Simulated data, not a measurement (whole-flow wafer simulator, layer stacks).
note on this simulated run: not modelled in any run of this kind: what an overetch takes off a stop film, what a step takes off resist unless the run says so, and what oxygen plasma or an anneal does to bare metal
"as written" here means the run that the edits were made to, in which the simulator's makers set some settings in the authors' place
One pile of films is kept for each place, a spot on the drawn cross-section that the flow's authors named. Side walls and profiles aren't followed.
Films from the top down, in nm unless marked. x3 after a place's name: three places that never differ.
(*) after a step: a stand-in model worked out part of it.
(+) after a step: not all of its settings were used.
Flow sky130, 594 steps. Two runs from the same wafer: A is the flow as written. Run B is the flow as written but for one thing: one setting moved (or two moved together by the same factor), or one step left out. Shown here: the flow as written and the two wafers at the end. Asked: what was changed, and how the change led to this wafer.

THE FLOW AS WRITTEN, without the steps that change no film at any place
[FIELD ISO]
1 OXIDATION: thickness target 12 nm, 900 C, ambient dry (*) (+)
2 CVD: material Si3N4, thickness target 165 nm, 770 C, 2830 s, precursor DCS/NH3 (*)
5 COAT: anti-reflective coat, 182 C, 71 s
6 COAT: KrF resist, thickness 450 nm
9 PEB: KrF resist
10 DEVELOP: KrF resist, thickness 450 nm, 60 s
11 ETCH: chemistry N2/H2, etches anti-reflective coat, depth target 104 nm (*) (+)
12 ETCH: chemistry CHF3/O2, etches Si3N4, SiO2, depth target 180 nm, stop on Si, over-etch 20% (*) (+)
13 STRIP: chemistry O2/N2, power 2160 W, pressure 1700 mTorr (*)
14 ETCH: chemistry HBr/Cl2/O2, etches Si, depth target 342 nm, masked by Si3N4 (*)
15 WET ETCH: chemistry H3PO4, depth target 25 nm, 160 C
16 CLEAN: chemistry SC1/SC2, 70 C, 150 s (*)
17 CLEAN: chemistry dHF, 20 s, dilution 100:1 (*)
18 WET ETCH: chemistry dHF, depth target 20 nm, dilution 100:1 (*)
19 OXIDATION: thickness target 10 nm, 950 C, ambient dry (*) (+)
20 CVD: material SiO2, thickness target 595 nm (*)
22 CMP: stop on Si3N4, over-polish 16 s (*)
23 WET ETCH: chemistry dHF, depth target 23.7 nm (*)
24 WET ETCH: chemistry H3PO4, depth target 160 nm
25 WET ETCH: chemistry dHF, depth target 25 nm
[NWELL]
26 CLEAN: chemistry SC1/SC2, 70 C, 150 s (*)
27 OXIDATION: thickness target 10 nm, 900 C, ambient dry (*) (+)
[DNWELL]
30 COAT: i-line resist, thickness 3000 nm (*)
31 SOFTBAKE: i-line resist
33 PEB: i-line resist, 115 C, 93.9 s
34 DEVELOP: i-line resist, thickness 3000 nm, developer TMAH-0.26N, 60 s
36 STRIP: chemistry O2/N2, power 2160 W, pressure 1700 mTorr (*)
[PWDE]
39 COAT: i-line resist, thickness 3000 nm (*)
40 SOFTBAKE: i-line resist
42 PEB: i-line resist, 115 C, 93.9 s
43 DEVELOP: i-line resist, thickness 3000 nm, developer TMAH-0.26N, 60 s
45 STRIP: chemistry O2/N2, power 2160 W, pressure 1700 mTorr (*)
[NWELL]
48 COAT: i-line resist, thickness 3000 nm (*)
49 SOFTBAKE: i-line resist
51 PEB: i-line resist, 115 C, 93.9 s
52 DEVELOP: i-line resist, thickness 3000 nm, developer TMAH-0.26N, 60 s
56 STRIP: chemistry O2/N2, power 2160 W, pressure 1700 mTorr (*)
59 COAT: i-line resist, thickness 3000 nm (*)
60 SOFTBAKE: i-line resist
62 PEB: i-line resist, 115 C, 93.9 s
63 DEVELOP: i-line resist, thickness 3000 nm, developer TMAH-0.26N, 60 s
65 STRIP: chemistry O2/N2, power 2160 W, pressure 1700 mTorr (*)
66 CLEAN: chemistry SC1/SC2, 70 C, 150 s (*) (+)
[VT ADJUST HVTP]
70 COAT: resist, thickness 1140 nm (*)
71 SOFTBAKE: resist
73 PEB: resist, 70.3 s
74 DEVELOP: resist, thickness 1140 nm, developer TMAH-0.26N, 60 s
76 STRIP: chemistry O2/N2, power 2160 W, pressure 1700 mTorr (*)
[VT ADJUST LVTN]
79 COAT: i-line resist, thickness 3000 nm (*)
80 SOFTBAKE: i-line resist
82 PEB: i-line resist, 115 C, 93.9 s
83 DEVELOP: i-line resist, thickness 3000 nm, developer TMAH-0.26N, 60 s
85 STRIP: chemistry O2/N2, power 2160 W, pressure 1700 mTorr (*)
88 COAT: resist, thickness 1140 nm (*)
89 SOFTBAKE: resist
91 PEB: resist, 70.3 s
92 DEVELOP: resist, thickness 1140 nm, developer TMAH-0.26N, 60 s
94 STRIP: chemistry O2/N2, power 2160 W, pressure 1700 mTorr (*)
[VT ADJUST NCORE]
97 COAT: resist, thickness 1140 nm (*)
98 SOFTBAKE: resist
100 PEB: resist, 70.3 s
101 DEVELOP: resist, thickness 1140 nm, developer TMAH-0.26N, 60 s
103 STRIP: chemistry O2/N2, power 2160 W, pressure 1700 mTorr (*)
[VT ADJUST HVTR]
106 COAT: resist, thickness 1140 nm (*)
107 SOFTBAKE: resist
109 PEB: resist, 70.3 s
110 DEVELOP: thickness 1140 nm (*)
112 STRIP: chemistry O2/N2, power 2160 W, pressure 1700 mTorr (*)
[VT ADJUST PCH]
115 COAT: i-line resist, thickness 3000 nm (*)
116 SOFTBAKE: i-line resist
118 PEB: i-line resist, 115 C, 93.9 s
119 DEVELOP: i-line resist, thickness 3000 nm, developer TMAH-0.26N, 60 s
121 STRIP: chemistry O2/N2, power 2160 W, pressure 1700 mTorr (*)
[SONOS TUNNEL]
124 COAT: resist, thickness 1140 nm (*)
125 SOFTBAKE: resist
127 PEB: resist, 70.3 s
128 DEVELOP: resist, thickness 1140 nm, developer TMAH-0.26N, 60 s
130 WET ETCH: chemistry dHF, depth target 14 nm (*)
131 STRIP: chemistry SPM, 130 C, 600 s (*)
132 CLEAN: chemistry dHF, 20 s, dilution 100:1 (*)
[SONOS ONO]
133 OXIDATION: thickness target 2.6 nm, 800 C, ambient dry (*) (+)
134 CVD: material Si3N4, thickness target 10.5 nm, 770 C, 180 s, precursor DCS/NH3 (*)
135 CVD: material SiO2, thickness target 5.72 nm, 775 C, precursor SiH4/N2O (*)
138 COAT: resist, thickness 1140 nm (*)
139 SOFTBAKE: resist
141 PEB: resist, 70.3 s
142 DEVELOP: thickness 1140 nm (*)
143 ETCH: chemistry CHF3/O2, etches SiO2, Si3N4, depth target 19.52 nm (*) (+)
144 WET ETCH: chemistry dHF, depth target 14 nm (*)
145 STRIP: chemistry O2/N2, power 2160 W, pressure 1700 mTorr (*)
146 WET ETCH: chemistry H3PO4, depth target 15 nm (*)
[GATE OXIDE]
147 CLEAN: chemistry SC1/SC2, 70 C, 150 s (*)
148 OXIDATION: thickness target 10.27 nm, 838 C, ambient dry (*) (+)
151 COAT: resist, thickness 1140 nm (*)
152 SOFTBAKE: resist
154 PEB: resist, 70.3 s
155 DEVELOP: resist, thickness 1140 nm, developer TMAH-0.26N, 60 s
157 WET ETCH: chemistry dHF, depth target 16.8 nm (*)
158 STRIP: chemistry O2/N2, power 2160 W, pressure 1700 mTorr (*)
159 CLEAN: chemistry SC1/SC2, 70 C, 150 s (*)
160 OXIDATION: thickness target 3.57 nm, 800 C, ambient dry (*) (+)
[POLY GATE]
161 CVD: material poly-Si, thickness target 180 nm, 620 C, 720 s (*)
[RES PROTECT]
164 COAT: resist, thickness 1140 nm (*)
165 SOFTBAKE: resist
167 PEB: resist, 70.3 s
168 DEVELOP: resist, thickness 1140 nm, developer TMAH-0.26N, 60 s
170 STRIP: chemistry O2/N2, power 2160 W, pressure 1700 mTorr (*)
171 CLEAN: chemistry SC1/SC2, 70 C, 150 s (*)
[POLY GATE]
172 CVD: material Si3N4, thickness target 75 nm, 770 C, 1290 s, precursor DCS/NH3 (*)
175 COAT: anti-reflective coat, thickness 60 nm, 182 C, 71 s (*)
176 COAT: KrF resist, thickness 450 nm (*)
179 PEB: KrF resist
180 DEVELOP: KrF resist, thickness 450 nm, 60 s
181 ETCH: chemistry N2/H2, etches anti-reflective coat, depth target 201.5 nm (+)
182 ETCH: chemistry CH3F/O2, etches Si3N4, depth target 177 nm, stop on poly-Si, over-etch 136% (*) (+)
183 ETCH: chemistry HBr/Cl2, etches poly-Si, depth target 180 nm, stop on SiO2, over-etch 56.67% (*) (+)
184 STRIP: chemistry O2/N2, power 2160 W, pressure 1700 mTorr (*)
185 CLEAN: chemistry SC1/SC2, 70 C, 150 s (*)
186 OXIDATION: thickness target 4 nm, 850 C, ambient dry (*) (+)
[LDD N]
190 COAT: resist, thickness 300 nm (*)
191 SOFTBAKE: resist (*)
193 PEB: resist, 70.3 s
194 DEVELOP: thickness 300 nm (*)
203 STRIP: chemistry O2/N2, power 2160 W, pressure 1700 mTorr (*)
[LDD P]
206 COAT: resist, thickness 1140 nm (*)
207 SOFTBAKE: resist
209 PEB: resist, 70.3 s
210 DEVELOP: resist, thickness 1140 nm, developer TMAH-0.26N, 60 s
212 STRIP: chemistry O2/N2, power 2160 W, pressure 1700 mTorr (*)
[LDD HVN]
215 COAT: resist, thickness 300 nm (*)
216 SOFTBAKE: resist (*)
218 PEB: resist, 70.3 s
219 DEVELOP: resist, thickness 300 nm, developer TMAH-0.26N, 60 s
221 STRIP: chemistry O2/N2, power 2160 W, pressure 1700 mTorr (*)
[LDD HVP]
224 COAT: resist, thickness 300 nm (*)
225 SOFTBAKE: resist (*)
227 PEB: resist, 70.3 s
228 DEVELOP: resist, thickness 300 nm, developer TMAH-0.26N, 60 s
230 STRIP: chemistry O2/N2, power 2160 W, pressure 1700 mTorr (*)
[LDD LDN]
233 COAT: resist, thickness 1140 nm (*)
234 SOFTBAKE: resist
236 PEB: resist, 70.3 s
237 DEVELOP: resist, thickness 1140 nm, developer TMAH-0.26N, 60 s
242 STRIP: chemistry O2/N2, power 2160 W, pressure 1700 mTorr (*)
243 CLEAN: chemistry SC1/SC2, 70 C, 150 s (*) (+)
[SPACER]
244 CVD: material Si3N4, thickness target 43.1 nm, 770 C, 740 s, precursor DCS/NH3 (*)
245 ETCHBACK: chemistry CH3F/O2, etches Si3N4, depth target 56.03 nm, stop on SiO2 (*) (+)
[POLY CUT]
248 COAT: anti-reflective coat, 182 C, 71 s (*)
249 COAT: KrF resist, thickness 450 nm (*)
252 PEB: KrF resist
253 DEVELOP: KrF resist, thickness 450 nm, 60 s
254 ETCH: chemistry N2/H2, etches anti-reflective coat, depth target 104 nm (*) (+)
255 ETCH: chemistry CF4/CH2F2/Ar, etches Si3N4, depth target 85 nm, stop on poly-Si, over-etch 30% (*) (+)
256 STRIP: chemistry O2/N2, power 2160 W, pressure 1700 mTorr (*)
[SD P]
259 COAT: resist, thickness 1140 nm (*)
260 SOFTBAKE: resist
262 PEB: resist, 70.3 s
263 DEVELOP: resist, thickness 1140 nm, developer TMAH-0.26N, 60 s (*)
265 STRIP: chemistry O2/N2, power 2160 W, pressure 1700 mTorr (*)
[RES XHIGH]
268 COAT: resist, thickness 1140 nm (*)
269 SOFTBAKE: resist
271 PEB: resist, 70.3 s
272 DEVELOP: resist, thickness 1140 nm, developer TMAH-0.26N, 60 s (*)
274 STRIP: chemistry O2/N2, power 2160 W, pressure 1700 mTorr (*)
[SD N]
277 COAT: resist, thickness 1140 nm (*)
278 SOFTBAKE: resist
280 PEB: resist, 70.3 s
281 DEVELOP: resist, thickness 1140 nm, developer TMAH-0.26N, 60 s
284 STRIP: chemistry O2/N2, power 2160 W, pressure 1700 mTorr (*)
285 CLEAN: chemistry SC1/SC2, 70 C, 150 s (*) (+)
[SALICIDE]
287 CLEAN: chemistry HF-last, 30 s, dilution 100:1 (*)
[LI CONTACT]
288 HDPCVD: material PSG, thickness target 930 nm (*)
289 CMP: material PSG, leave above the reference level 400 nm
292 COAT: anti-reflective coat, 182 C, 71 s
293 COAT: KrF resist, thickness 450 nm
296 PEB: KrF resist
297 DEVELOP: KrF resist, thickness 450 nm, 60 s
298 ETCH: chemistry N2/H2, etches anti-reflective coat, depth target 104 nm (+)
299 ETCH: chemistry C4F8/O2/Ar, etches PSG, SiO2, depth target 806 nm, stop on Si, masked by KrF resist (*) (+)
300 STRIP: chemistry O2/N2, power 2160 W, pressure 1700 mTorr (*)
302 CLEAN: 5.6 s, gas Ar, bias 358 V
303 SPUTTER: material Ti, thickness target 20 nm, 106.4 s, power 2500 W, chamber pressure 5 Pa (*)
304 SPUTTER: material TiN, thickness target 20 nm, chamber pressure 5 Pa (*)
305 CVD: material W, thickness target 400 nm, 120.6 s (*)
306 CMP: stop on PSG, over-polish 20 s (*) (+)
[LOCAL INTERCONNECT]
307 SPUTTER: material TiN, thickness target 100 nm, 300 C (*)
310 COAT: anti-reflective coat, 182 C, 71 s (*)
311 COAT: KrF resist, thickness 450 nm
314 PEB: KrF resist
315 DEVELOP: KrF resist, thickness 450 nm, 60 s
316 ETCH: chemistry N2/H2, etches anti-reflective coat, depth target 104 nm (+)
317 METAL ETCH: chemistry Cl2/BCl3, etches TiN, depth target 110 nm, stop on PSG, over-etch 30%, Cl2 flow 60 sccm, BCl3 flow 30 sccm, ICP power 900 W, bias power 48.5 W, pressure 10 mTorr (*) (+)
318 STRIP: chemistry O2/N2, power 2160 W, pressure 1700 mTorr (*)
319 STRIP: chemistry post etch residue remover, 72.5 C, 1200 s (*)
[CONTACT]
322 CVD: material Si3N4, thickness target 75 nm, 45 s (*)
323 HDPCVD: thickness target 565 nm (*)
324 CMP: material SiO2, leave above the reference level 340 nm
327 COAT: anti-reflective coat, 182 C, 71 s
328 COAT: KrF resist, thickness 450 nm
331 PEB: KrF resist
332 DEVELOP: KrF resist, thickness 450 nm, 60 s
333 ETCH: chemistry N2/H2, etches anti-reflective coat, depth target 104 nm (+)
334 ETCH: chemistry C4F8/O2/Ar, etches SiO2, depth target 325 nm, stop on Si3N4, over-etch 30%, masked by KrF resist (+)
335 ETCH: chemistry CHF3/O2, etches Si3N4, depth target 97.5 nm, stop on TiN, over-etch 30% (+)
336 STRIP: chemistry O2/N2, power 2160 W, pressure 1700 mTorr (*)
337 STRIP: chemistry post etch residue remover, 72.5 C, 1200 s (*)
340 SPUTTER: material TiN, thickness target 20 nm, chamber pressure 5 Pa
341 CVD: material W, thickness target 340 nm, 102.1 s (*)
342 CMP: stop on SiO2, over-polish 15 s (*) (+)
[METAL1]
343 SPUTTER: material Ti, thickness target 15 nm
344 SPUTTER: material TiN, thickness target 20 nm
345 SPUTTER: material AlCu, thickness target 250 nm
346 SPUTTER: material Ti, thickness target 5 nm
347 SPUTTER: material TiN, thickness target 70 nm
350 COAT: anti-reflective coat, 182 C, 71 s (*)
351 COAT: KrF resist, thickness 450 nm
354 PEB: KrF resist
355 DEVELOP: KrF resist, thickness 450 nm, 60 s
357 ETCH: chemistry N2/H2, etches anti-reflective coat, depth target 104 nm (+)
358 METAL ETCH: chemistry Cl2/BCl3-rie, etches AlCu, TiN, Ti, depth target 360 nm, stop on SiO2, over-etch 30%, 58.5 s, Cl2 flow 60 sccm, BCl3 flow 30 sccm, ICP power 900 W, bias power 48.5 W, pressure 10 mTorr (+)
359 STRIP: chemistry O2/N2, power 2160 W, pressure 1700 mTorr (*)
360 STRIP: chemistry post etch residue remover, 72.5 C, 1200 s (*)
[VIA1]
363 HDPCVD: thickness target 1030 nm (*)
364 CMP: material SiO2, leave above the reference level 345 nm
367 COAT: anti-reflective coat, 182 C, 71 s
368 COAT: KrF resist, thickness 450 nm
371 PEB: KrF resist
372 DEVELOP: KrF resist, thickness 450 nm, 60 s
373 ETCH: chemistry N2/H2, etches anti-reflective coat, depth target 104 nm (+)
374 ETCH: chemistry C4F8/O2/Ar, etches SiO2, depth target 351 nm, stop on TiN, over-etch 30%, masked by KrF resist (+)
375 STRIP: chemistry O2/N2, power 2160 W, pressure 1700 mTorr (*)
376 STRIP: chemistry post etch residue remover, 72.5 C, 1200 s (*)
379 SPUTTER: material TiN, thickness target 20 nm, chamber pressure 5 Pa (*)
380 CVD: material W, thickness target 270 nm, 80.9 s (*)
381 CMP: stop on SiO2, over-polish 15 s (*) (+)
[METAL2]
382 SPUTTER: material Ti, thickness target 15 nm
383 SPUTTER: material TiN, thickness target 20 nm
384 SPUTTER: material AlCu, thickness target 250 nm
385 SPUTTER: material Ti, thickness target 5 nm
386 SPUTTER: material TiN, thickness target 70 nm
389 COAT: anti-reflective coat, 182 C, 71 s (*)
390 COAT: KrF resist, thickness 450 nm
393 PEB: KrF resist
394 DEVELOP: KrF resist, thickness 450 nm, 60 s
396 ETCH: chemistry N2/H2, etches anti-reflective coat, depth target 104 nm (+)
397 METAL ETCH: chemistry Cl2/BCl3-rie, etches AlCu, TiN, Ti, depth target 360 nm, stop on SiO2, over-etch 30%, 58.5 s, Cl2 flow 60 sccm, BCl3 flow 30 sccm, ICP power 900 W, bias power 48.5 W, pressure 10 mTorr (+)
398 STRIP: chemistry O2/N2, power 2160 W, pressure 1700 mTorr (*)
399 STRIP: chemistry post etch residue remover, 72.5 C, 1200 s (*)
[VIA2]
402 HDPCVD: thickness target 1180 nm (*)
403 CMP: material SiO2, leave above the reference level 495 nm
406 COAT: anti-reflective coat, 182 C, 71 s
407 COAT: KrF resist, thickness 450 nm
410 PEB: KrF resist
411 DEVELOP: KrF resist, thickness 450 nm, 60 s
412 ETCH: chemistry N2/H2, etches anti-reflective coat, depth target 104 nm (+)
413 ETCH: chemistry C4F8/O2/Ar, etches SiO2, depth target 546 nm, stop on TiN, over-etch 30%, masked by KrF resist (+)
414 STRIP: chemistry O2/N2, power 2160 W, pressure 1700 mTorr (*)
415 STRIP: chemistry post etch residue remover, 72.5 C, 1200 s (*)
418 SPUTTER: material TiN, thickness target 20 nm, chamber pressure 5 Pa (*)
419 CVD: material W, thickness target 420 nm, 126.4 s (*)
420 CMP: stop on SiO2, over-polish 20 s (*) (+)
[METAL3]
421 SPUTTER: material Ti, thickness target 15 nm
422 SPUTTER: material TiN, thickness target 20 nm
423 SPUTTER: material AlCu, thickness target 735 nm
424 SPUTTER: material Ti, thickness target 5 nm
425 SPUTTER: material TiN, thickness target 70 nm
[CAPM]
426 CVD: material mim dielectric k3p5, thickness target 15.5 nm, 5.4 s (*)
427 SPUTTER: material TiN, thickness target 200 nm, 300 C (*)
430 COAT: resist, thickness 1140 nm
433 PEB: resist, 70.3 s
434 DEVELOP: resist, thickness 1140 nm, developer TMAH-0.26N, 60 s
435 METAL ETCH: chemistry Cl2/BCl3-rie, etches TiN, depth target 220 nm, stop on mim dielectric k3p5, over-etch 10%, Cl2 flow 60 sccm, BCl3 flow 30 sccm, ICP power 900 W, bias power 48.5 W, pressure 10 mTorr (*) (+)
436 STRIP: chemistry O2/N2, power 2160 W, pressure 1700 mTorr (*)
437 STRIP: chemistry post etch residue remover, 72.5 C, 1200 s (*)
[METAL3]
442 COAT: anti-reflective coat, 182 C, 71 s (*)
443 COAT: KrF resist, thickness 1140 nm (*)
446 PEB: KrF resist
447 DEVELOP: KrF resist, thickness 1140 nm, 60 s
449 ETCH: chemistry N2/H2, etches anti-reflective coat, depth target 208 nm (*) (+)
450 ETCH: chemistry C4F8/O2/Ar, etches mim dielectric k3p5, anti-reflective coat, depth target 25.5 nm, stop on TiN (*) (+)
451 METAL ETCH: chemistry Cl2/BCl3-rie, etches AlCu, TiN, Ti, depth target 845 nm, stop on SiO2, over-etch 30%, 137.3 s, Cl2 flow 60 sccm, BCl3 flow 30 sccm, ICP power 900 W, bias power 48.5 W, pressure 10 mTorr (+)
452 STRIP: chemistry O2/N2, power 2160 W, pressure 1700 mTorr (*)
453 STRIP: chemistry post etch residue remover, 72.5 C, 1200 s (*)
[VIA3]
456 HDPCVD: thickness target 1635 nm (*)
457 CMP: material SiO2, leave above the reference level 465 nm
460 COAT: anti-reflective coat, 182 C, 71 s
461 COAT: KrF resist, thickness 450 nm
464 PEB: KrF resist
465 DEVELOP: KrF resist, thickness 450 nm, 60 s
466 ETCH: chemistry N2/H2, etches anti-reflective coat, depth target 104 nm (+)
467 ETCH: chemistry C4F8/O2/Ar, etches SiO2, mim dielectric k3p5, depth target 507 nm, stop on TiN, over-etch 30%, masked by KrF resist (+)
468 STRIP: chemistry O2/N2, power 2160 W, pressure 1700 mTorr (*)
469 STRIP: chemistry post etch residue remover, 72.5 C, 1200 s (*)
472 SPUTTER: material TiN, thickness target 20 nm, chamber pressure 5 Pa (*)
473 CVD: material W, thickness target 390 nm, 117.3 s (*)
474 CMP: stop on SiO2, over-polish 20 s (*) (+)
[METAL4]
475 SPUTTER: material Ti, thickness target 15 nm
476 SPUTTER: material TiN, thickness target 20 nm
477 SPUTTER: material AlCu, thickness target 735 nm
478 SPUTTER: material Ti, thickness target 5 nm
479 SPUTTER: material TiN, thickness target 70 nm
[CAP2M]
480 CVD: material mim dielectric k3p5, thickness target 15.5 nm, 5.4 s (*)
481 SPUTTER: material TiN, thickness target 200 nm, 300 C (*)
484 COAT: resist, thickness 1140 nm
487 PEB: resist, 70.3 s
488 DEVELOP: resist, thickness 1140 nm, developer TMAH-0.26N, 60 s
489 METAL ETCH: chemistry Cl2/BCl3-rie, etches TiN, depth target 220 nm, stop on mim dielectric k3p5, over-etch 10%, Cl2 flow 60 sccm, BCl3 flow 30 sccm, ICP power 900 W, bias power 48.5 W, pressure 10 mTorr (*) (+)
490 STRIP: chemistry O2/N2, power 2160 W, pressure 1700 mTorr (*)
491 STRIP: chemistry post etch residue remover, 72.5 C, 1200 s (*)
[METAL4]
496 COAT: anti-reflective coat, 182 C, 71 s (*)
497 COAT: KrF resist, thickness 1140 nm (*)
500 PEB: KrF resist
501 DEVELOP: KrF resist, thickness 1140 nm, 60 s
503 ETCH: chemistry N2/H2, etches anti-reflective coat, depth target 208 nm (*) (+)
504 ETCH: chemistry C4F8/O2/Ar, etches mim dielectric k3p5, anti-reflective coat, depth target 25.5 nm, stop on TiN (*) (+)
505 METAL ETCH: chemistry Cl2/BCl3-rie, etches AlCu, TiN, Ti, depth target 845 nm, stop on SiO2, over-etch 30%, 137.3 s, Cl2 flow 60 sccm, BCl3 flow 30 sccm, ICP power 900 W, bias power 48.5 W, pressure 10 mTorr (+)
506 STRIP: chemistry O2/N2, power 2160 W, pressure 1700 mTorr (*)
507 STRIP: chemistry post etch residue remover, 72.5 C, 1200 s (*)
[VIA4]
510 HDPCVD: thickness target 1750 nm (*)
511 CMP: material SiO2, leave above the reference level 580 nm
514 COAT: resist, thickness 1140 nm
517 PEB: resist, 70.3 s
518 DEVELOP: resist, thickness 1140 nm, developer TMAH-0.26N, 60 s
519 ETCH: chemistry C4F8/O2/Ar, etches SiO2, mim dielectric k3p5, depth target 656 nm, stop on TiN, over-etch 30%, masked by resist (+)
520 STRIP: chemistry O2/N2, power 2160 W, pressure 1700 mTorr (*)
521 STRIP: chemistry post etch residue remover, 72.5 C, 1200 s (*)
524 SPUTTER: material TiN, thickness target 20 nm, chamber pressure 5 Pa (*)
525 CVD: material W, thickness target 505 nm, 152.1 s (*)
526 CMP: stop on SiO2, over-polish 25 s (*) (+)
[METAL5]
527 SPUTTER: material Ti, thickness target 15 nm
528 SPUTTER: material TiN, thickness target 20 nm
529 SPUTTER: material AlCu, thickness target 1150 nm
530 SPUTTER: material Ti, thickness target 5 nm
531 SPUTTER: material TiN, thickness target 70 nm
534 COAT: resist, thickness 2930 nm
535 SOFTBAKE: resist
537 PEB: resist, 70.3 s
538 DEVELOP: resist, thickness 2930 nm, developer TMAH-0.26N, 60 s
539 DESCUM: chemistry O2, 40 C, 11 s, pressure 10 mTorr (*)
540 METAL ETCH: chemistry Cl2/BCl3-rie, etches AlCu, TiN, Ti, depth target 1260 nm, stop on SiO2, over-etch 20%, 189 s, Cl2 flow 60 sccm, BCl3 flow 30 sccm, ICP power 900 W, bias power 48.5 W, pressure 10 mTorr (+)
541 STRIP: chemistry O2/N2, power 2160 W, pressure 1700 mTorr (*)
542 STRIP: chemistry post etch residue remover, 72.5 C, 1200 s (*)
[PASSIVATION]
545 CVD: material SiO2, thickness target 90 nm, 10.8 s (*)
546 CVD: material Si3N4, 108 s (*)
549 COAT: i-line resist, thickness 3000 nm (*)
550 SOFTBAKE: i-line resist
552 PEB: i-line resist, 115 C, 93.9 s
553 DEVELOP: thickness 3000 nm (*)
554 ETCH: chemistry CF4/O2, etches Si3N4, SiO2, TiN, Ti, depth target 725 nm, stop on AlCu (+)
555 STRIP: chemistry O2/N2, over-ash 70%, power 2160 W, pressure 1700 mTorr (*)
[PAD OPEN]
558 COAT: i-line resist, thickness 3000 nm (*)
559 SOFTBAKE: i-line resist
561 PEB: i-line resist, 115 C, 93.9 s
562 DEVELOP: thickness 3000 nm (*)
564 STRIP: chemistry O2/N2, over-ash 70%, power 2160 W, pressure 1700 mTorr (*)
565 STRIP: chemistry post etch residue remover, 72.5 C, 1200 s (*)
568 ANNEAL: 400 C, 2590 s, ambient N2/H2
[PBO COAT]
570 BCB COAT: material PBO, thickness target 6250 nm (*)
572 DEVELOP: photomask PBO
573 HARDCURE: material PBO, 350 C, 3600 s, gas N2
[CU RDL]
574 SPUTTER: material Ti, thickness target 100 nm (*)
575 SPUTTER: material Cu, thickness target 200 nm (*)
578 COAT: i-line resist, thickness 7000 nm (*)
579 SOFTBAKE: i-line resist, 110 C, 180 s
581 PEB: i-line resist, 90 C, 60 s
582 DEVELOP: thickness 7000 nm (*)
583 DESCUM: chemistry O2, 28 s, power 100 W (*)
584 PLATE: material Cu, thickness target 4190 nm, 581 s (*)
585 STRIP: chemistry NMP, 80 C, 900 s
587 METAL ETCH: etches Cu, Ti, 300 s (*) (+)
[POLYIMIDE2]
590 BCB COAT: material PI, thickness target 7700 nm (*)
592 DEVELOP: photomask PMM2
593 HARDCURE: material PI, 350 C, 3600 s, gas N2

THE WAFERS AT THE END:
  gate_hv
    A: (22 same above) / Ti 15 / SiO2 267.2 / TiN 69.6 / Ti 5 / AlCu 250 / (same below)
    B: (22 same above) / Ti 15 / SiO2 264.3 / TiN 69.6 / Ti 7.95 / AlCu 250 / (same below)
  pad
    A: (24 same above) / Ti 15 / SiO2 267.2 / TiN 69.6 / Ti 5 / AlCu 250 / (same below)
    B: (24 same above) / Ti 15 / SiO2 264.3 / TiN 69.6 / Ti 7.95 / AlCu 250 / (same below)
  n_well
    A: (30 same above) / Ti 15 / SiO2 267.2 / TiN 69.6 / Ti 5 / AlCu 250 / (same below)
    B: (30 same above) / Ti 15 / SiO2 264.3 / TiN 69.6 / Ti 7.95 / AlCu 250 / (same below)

The cause: step 346, SPUTTER: thickness target 7.95 nm was run, where the flow has thickness target 5 nm.
It can be read off the wafer: gate_hv has Ti 7.95, and step 346 as written asks for 5 nm.

How the change led to this, step by step:
  346 SPUTTER: material Ti, thickness target 5 nm
      field, active, n_well and 188 more: A Ti +5 (new film) | B Ti +7.95 (new film)
  358 METAL ETCH: chemistry Cl2/BCl3-rie, etches AlCu, TiN, Ti, depth target 360 nm, stop on SiO2, over-etch 30%, 58.5 s, Cl2 flow 60 sccm, BCl3 flow 30 sccm, ICP power 900 W, bias power 48.5 W, pressure 10 mTorr (+)
      field, active, gate and 81 more: A TiN -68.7 (all of it), Ti -5 (all of it), AlCu -250 (all of it), TiN -20 (all of it), Ti -15 (all of it), SiO2 -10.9 | B TiN -68.7 (all of it), Ti -7.95 (all of it), AlCu -250 (all of it), TiN -20 (all of it), Ti -15 (all of it), SiO2 -10.6
